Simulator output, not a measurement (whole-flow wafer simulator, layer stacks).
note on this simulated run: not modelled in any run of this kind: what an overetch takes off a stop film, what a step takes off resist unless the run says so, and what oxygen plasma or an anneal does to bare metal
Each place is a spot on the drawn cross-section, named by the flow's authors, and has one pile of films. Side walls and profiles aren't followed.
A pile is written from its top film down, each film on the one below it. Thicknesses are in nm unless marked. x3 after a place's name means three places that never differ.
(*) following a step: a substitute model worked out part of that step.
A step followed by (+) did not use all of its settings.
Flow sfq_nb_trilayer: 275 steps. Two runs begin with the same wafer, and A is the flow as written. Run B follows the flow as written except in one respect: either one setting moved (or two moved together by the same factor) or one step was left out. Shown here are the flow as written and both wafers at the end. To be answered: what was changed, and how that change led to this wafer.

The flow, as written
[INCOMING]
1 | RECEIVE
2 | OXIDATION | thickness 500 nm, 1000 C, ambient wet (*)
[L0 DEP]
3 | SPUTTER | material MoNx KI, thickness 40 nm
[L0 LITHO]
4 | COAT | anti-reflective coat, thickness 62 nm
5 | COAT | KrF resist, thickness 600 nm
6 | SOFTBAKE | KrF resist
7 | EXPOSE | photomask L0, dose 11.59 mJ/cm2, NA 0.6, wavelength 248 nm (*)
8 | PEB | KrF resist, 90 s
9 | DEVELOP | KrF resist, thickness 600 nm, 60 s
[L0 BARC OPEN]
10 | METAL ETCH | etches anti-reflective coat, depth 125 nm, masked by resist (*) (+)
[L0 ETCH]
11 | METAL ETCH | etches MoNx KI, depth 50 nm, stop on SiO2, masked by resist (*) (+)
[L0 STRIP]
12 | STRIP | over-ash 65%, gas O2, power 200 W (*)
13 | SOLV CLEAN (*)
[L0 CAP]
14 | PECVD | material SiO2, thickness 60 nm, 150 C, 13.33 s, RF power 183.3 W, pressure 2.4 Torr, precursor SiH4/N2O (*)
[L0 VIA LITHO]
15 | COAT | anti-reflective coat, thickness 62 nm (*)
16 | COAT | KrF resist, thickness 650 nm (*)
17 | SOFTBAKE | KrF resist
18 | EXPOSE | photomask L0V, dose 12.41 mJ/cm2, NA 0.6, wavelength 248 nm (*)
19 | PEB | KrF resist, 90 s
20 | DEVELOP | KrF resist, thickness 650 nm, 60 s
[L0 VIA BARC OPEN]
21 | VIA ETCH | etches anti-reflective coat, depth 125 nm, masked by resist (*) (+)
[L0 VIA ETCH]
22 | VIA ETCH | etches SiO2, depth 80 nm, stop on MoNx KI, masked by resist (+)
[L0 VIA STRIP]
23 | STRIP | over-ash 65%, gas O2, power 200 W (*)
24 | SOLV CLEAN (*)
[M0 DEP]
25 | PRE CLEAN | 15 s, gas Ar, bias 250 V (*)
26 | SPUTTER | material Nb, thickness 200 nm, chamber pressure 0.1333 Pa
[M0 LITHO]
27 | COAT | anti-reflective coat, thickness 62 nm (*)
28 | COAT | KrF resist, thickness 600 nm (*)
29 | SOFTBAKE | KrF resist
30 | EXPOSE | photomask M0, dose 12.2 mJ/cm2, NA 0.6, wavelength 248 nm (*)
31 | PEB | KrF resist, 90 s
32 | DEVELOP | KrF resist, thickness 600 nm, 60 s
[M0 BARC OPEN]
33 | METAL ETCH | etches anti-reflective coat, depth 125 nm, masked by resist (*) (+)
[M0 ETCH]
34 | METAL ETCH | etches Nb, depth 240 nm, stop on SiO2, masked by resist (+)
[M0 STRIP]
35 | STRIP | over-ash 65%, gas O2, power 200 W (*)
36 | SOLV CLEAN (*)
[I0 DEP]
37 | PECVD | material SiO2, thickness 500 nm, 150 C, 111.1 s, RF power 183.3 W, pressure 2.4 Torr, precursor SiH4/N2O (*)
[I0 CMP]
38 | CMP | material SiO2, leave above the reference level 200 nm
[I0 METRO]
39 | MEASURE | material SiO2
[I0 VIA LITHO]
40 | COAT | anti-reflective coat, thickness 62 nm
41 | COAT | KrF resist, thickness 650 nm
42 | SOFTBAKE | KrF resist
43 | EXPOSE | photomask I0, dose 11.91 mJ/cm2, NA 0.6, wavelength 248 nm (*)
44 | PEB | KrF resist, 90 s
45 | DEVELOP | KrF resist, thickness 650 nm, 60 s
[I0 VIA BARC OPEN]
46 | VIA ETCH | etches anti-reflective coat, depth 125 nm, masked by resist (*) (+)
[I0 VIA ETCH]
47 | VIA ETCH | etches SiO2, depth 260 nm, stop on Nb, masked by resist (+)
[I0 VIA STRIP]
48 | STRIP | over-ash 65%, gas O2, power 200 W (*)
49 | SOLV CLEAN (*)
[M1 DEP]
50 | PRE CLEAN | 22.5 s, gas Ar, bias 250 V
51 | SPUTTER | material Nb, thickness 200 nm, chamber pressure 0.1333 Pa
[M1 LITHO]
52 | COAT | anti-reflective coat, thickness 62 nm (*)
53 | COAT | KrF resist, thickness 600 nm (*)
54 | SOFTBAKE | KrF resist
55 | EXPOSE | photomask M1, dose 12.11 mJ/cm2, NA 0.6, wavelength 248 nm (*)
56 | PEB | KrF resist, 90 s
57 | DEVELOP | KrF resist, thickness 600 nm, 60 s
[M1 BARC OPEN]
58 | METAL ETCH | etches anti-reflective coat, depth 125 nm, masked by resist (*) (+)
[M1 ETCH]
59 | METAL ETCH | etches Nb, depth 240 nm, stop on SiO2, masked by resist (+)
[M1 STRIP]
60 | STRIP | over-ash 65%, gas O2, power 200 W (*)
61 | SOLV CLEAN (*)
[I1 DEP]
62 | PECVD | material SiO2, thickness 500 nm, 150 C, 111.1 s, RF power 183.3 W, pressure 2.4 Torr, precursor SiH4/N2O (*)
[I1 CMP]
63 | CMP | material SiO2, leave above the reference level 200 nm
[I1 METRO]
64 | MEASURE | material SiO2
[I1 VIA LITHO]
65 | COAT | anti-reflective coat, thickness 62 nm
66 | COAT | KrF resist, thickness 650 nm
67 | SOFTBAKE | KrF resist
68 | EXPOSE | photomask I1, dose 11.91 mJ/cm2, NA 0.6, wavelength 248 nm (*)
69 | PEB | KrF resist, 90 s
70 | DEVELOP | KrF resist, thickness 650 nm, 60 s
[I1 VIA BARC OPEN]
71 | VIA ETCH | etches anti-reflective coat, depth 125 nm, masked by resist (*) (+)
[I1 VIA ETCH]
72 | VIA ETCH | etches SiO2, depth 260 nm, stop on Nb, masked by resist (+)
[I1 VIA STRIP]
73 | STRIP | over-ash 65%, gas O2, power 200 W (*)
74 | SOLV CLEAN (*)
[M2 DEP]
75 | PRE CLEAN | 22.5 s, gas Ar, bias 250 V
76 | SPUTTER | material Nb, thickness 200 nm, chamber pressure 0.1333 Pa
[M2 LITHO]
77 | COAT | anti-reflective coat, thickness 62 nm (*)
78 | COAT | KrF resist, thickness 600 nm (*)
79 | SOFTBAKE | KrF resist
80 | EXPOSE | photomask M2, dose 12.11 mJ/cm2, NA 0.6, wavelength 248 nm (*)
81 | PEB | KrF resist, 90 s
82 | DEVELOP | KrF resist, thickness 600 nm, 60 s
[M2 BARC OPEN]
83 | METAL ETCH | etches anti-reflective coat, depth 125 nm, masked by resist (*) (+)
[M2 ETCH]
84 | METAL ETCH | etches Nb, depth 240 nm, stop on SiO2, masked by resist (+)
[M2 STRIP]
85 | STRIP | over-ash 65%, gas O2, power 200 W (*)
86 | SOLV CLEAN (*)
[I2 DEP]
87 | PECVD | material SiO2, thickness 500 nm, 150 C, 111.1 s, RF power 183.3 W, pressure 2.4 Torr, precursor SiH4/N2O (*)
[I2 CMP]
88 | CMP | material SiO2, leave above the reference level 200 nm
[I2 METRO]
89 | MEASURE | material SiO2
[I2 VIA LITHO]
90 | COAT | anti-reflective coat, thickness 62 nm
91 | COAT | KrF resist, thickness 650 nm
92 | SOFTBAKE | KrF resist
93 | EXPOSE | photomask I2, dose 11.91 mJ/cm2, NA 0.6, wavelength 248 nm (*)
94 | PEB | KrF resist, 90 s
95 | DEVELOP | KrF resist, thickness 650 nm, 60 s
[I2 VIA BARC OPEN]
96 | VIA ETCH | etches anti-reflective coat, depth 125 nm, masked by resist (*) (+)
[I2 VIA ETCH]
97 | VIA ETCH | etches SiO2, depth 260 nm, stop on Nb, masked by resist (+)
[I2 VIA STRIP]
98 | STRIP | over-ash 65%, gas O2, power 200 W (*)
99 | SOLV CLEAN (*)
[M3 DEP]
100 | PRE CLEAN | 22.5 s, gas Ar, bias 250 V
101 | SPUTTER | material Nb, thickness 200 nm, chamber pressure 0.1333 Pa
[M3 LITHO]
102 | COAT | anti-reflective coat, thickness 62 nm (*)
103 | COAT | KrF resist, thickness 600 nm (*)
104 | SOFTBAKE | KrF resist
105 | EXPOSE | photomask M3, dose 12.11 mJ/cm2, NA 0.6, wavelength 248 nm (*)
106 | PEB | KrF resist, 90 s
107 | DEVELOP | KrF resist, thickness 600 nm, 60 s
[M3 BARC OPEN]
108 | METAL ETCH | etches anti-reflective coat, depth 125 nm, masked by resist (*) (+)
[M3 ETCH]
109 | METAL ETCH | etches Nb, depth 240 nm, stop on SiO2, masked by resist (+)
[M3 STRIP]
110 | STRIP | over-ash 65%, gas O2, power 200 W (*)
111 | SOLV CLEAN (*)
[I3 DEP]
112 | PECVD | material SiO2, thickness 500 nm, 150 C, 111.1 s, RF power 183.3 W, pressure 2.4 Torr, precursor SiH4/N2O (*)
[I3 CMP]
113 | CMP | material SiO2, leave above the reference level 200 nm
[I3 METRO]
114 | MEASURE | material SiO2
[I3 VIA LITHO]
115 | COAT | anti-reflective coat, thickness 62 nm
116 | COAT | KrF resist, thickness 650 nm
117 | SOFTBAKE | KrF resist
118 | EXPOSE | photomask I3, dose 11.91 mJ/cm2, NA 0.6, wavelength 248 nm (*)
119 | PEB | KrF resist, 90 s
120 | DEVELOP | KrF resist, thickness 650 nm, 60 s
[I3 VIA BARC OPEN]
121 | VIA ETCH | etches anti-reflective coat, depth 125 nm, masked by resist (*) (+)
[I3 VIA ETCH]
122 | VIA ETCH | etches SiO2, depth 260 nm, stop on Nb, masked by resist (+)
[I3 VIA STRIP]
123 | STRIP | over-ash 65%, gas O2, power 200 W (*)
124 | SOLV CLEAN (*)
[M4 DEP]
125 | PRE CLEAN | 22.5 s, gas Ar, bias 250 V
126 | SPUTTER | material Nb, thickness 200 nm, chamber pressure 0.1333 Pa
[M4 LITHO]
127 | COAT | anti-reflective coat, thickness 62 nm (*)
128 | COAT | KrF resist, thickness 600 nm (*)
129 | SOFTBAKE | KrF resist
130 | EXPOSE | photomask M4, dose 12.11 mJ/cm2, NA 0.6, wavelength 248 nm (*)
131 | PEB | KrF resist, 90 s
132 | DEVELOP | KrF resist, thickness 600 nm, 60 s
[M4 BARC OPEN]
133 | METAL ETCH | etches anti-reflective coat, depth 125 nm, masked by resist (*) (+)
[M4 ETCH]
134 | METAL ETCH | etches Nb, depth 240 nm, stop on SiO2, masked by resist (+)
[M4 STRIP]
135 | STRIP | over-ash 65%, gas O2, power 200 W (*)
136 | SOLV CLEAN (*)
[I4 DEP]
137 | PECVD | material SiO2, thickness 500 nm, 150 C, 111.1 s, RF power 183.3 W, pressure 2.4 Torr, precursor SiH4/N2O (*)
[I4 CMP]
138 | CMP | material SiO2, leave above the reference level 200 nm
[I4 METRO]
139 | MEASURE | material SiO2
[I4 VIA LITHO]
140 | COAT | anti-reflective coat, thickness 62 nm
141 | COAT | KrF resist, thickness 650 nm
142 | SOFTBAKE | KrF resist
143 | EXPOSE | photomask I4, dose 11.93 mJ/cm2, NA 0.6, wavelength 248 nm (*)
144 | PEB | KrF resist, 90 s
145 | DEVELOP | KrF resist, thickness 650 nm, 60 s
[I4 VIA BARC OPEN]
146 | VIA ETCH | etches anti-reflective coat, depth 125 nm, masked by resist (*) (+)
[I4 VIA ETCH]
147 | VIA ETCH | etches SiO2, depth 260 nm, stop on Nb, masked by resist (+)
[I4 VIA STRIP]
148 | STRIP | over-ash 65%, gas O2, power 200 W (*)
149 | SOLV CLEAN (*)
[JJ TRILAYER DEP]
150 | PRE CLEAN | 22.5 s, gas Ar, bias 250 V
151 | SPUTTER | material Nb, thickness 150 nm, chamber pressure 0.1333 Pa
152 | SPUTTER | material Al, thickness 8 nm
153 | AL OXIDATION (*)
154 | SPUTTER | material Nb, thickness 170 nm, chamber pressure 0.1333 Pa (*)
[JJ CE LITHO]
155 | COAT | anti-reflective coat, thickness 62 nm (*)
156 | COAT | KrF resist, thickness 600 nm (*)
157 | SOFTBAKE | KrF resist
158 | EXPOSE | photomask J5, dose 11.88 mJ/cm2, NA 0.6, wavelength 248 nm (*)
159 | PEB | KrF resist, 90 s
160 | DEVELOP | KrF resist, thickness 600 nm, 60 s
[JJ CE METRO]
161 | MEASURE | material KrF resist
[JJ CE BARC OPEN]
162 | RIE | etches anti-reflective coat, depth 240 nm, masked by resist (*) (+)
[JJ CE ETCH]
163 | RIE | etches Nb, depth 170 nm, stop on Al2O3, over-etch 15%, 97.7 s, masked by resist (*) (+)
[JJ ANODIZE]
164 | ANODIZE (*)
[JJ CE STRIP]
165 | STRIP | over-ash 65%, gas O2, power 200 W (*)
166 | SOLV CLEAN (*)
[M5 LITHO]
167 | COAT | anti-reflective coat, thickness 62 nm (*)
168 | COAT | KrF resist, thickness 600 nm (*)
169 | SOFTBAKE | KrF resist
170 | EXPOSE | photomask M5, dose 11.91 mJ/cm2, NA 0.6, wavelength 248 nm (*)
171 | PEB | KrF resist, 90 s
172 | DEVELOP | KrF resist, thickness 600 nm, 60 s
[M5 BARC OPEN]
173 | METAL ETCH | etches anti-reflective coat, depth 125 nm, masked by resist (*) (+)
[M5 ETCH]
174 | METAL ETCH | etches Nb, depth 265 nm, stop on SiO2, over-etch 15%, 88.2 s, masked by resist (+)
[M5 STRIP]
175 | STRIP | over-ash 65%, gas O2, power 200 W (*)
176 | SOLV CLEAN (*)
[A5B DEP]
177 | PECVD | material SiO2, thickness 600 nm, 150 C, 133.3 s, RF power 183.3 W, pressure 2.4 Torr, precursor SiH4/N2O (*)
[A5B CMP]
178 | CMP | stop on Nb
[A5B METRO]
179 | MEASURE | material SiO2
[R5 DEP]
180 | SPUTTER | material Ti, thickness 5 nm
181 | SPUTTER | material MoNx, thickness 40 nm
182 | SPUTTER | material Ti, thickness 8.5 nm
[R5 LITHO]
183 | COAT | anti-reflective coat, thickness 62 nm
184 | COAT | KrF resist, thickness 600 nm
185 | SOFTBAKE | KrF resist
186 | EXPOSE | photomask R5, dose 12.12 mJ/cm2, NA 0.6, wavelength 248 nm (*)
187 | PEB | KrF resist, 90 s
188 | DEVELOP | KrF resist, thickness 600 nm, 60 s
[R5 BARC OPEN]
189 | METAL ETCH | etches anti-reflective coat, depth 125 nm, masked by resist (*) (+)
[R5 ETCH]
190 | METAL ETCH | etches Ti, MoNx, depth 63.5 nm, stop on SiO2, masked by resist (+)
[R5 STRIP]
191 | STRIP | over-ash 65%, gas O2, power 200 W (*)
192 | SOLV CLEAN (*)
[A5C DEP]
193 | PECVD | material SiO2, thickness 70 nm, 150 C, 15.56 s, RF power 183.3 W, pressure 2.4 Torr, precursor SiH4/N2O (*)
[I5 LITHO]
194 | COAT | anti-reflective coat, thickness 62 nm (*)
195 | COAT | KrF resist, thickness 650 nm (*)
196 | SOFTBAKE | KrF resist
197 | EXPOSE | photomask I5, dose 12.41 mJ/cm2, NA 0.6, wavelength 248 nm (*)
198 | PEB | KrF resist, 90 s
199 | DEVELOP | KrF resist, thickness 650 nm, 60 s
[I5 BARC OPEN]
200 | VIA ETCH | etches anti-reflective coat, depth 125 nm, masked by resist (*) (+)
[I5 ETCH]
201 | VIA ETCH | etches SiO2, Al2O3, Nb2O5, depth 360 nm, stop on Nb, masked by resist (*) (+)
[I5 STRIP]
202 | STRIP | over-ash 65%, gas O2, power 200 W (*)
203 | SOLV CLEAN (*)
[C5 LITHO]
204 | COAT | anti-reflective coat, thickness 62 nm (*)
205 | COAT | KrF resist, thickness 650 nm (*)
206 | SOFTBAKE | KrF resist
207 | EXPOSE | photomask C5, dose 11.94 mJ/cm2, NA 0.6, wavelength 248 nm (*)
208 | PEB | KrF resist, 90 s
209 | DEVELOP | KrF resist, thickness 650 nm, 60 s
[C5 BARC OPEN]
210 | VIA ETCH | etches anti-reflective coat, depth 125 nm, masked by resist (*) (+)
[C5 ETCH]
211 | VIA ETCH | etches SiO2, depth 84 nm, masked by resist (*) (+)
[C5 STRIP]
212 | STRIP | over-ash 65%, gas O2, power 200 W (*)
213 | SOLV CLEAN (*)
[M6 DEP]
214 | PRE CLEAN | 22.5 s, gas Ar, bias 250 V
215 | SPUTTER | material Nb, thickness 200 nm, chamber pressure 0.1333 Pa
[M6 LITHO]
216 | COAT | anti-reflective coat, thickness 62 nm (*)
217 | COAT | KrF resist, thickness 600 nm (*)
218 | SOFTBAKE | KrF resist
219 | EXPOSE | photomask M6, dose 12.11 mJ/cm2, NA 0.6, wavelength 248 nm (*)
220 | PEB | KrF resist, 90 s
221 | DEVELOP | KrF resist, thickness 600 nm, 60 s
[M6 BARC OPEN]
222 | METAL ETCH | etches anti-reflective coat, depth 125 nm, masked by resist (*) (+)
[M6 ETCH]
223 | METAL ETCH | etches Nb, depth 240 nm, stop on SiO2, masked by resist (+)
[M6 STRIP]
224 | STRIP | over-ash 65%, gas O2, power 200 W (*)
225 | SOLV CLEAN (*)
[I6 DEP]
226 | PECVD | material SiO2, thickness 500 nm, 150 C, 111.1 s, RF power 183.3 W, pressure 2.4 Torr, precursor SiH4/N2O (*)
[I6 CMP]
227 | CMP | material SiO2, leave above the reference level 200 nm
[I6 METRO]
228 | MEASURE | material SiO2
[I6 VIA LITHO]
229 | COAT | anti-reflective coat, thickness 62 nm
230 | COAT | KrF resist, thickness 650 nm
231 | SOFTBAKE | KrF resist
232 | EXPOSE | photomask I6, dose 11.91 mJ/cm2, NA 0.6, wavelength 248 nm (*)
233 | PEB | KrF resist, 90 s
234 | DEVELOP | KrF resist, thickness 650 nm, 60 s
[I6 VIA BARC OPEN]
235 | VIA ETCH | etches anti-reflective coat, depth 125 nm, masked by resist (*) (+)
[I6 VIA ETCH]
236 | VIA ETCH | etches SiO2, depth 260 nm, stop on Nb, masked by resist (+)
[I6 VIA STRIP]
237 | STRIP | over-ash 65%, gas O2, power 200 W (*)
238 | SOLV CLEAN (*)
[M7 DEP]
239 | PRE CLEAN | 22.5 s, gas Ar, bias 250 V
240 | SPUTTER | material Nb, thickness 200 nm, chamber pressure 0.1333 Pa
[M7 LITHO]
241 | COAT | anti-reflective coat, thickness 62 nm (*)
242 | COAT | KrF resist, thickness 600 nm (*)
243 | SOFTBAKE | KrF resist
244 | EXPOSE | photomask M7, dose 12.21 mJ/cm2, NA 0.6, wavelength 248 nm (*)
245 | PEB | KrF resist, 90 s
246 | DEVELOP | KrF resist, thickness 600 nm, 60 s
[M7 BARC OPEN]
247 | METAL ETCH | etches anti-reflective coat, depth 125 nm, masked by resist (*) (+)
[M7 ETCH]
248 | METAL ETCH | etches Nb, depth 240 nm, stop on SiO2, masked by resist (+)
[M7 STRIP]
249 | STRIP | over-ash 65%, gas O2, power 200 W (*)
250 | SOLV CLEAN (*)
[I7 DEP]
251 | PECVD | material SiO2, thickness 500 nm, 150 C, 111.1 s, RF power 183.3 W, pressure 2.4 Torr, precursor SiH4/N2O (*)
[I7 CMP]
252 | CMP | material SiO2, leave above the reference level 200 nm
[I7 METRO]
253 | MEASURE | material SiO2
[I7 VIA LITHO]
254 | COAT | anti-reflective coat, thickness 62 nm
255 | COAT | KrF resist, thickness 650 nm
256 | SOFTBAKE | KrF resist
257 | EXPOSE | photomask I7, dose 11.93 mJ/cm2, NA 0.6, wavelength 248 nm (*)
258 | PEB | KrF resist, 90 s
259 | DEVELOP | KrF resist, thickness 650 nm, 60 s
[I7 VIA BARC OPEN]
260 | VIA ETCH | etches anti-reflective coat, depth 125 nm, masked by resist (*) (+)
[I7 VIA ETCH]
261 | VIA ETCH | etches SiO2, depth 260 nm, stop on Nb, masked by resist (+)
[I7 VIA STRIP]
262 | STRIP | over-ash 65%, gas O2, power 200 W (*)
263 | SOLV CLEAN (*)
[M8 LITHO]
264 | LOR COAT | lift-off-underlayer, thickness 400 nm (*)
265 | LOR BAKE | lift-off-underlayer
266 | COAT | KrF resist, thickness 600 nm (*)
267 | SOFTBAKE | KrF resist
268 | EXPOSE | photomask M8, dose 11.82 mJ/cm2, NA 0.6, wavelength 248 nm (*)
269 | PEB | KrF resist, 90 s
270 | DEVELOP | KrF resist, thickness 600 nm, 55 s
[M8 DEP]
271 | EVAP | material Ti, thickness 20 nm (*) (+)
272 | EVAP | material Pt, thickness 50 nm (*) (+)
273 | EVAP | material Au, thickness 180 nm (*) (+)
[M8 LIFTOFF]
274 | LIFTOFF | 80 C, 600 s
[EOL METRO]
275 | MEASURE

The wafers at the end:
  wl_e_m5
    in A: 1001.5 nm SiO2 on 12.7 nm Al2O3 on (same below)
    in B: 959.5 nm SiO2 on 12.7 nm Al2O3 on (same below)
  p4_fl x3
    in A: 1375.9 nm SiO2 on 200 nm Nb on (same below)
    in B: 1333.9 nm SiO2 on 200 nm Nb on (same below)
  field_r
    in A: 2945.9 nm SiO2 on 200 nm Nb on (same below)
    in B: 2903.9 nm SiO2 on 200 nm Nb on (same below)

The reason: step 240, SPUTTER: thickness 158 nm was run, though the flow has thickness 200 nm.

The path from the change to this, step by step:
  240 | SPUTTER | material Nb, thickness 200 nm, chamber pressure 0.1333 Pa
      field_l, v_sur, via_wl and 102 more: A +200 Nb (new film) | B +158 Nb (new film)
      via_v: A +161.1 Nb | B +127.2 Nb
  248 | METAL ETCH | etches Nb, depth 240 nm, stop on SiO2, masked by resist (+)
      field_l, field_r, lsp_l and 62 more: A -200 Nb (all of it) | B -158 Nb (all of it)
  251 | PECVD | material SiO2, thickness 500 nm, 150 C, 111.1 s, RF power 183.3 W, pressure 2.4 Torr, precursor SiH4/N2O (*)
      m7r_space_l x2: A +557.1 SiO2 | B +515.1 SiO2
      via_v: A +621 SiO2 (new film) | B +608.5 SiO2 (new film)
  252 | CMP | material SiO2, leave above the reference level 200 nm
      field_l, p4_fl x3, p4_w1 x9 and 46 more: A -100 SiO2 | B -142 SiO2
      field_r, lsp_l: A -77.7 SiO2 | B -124.4 SiO2
      (as well as at 3 more places)
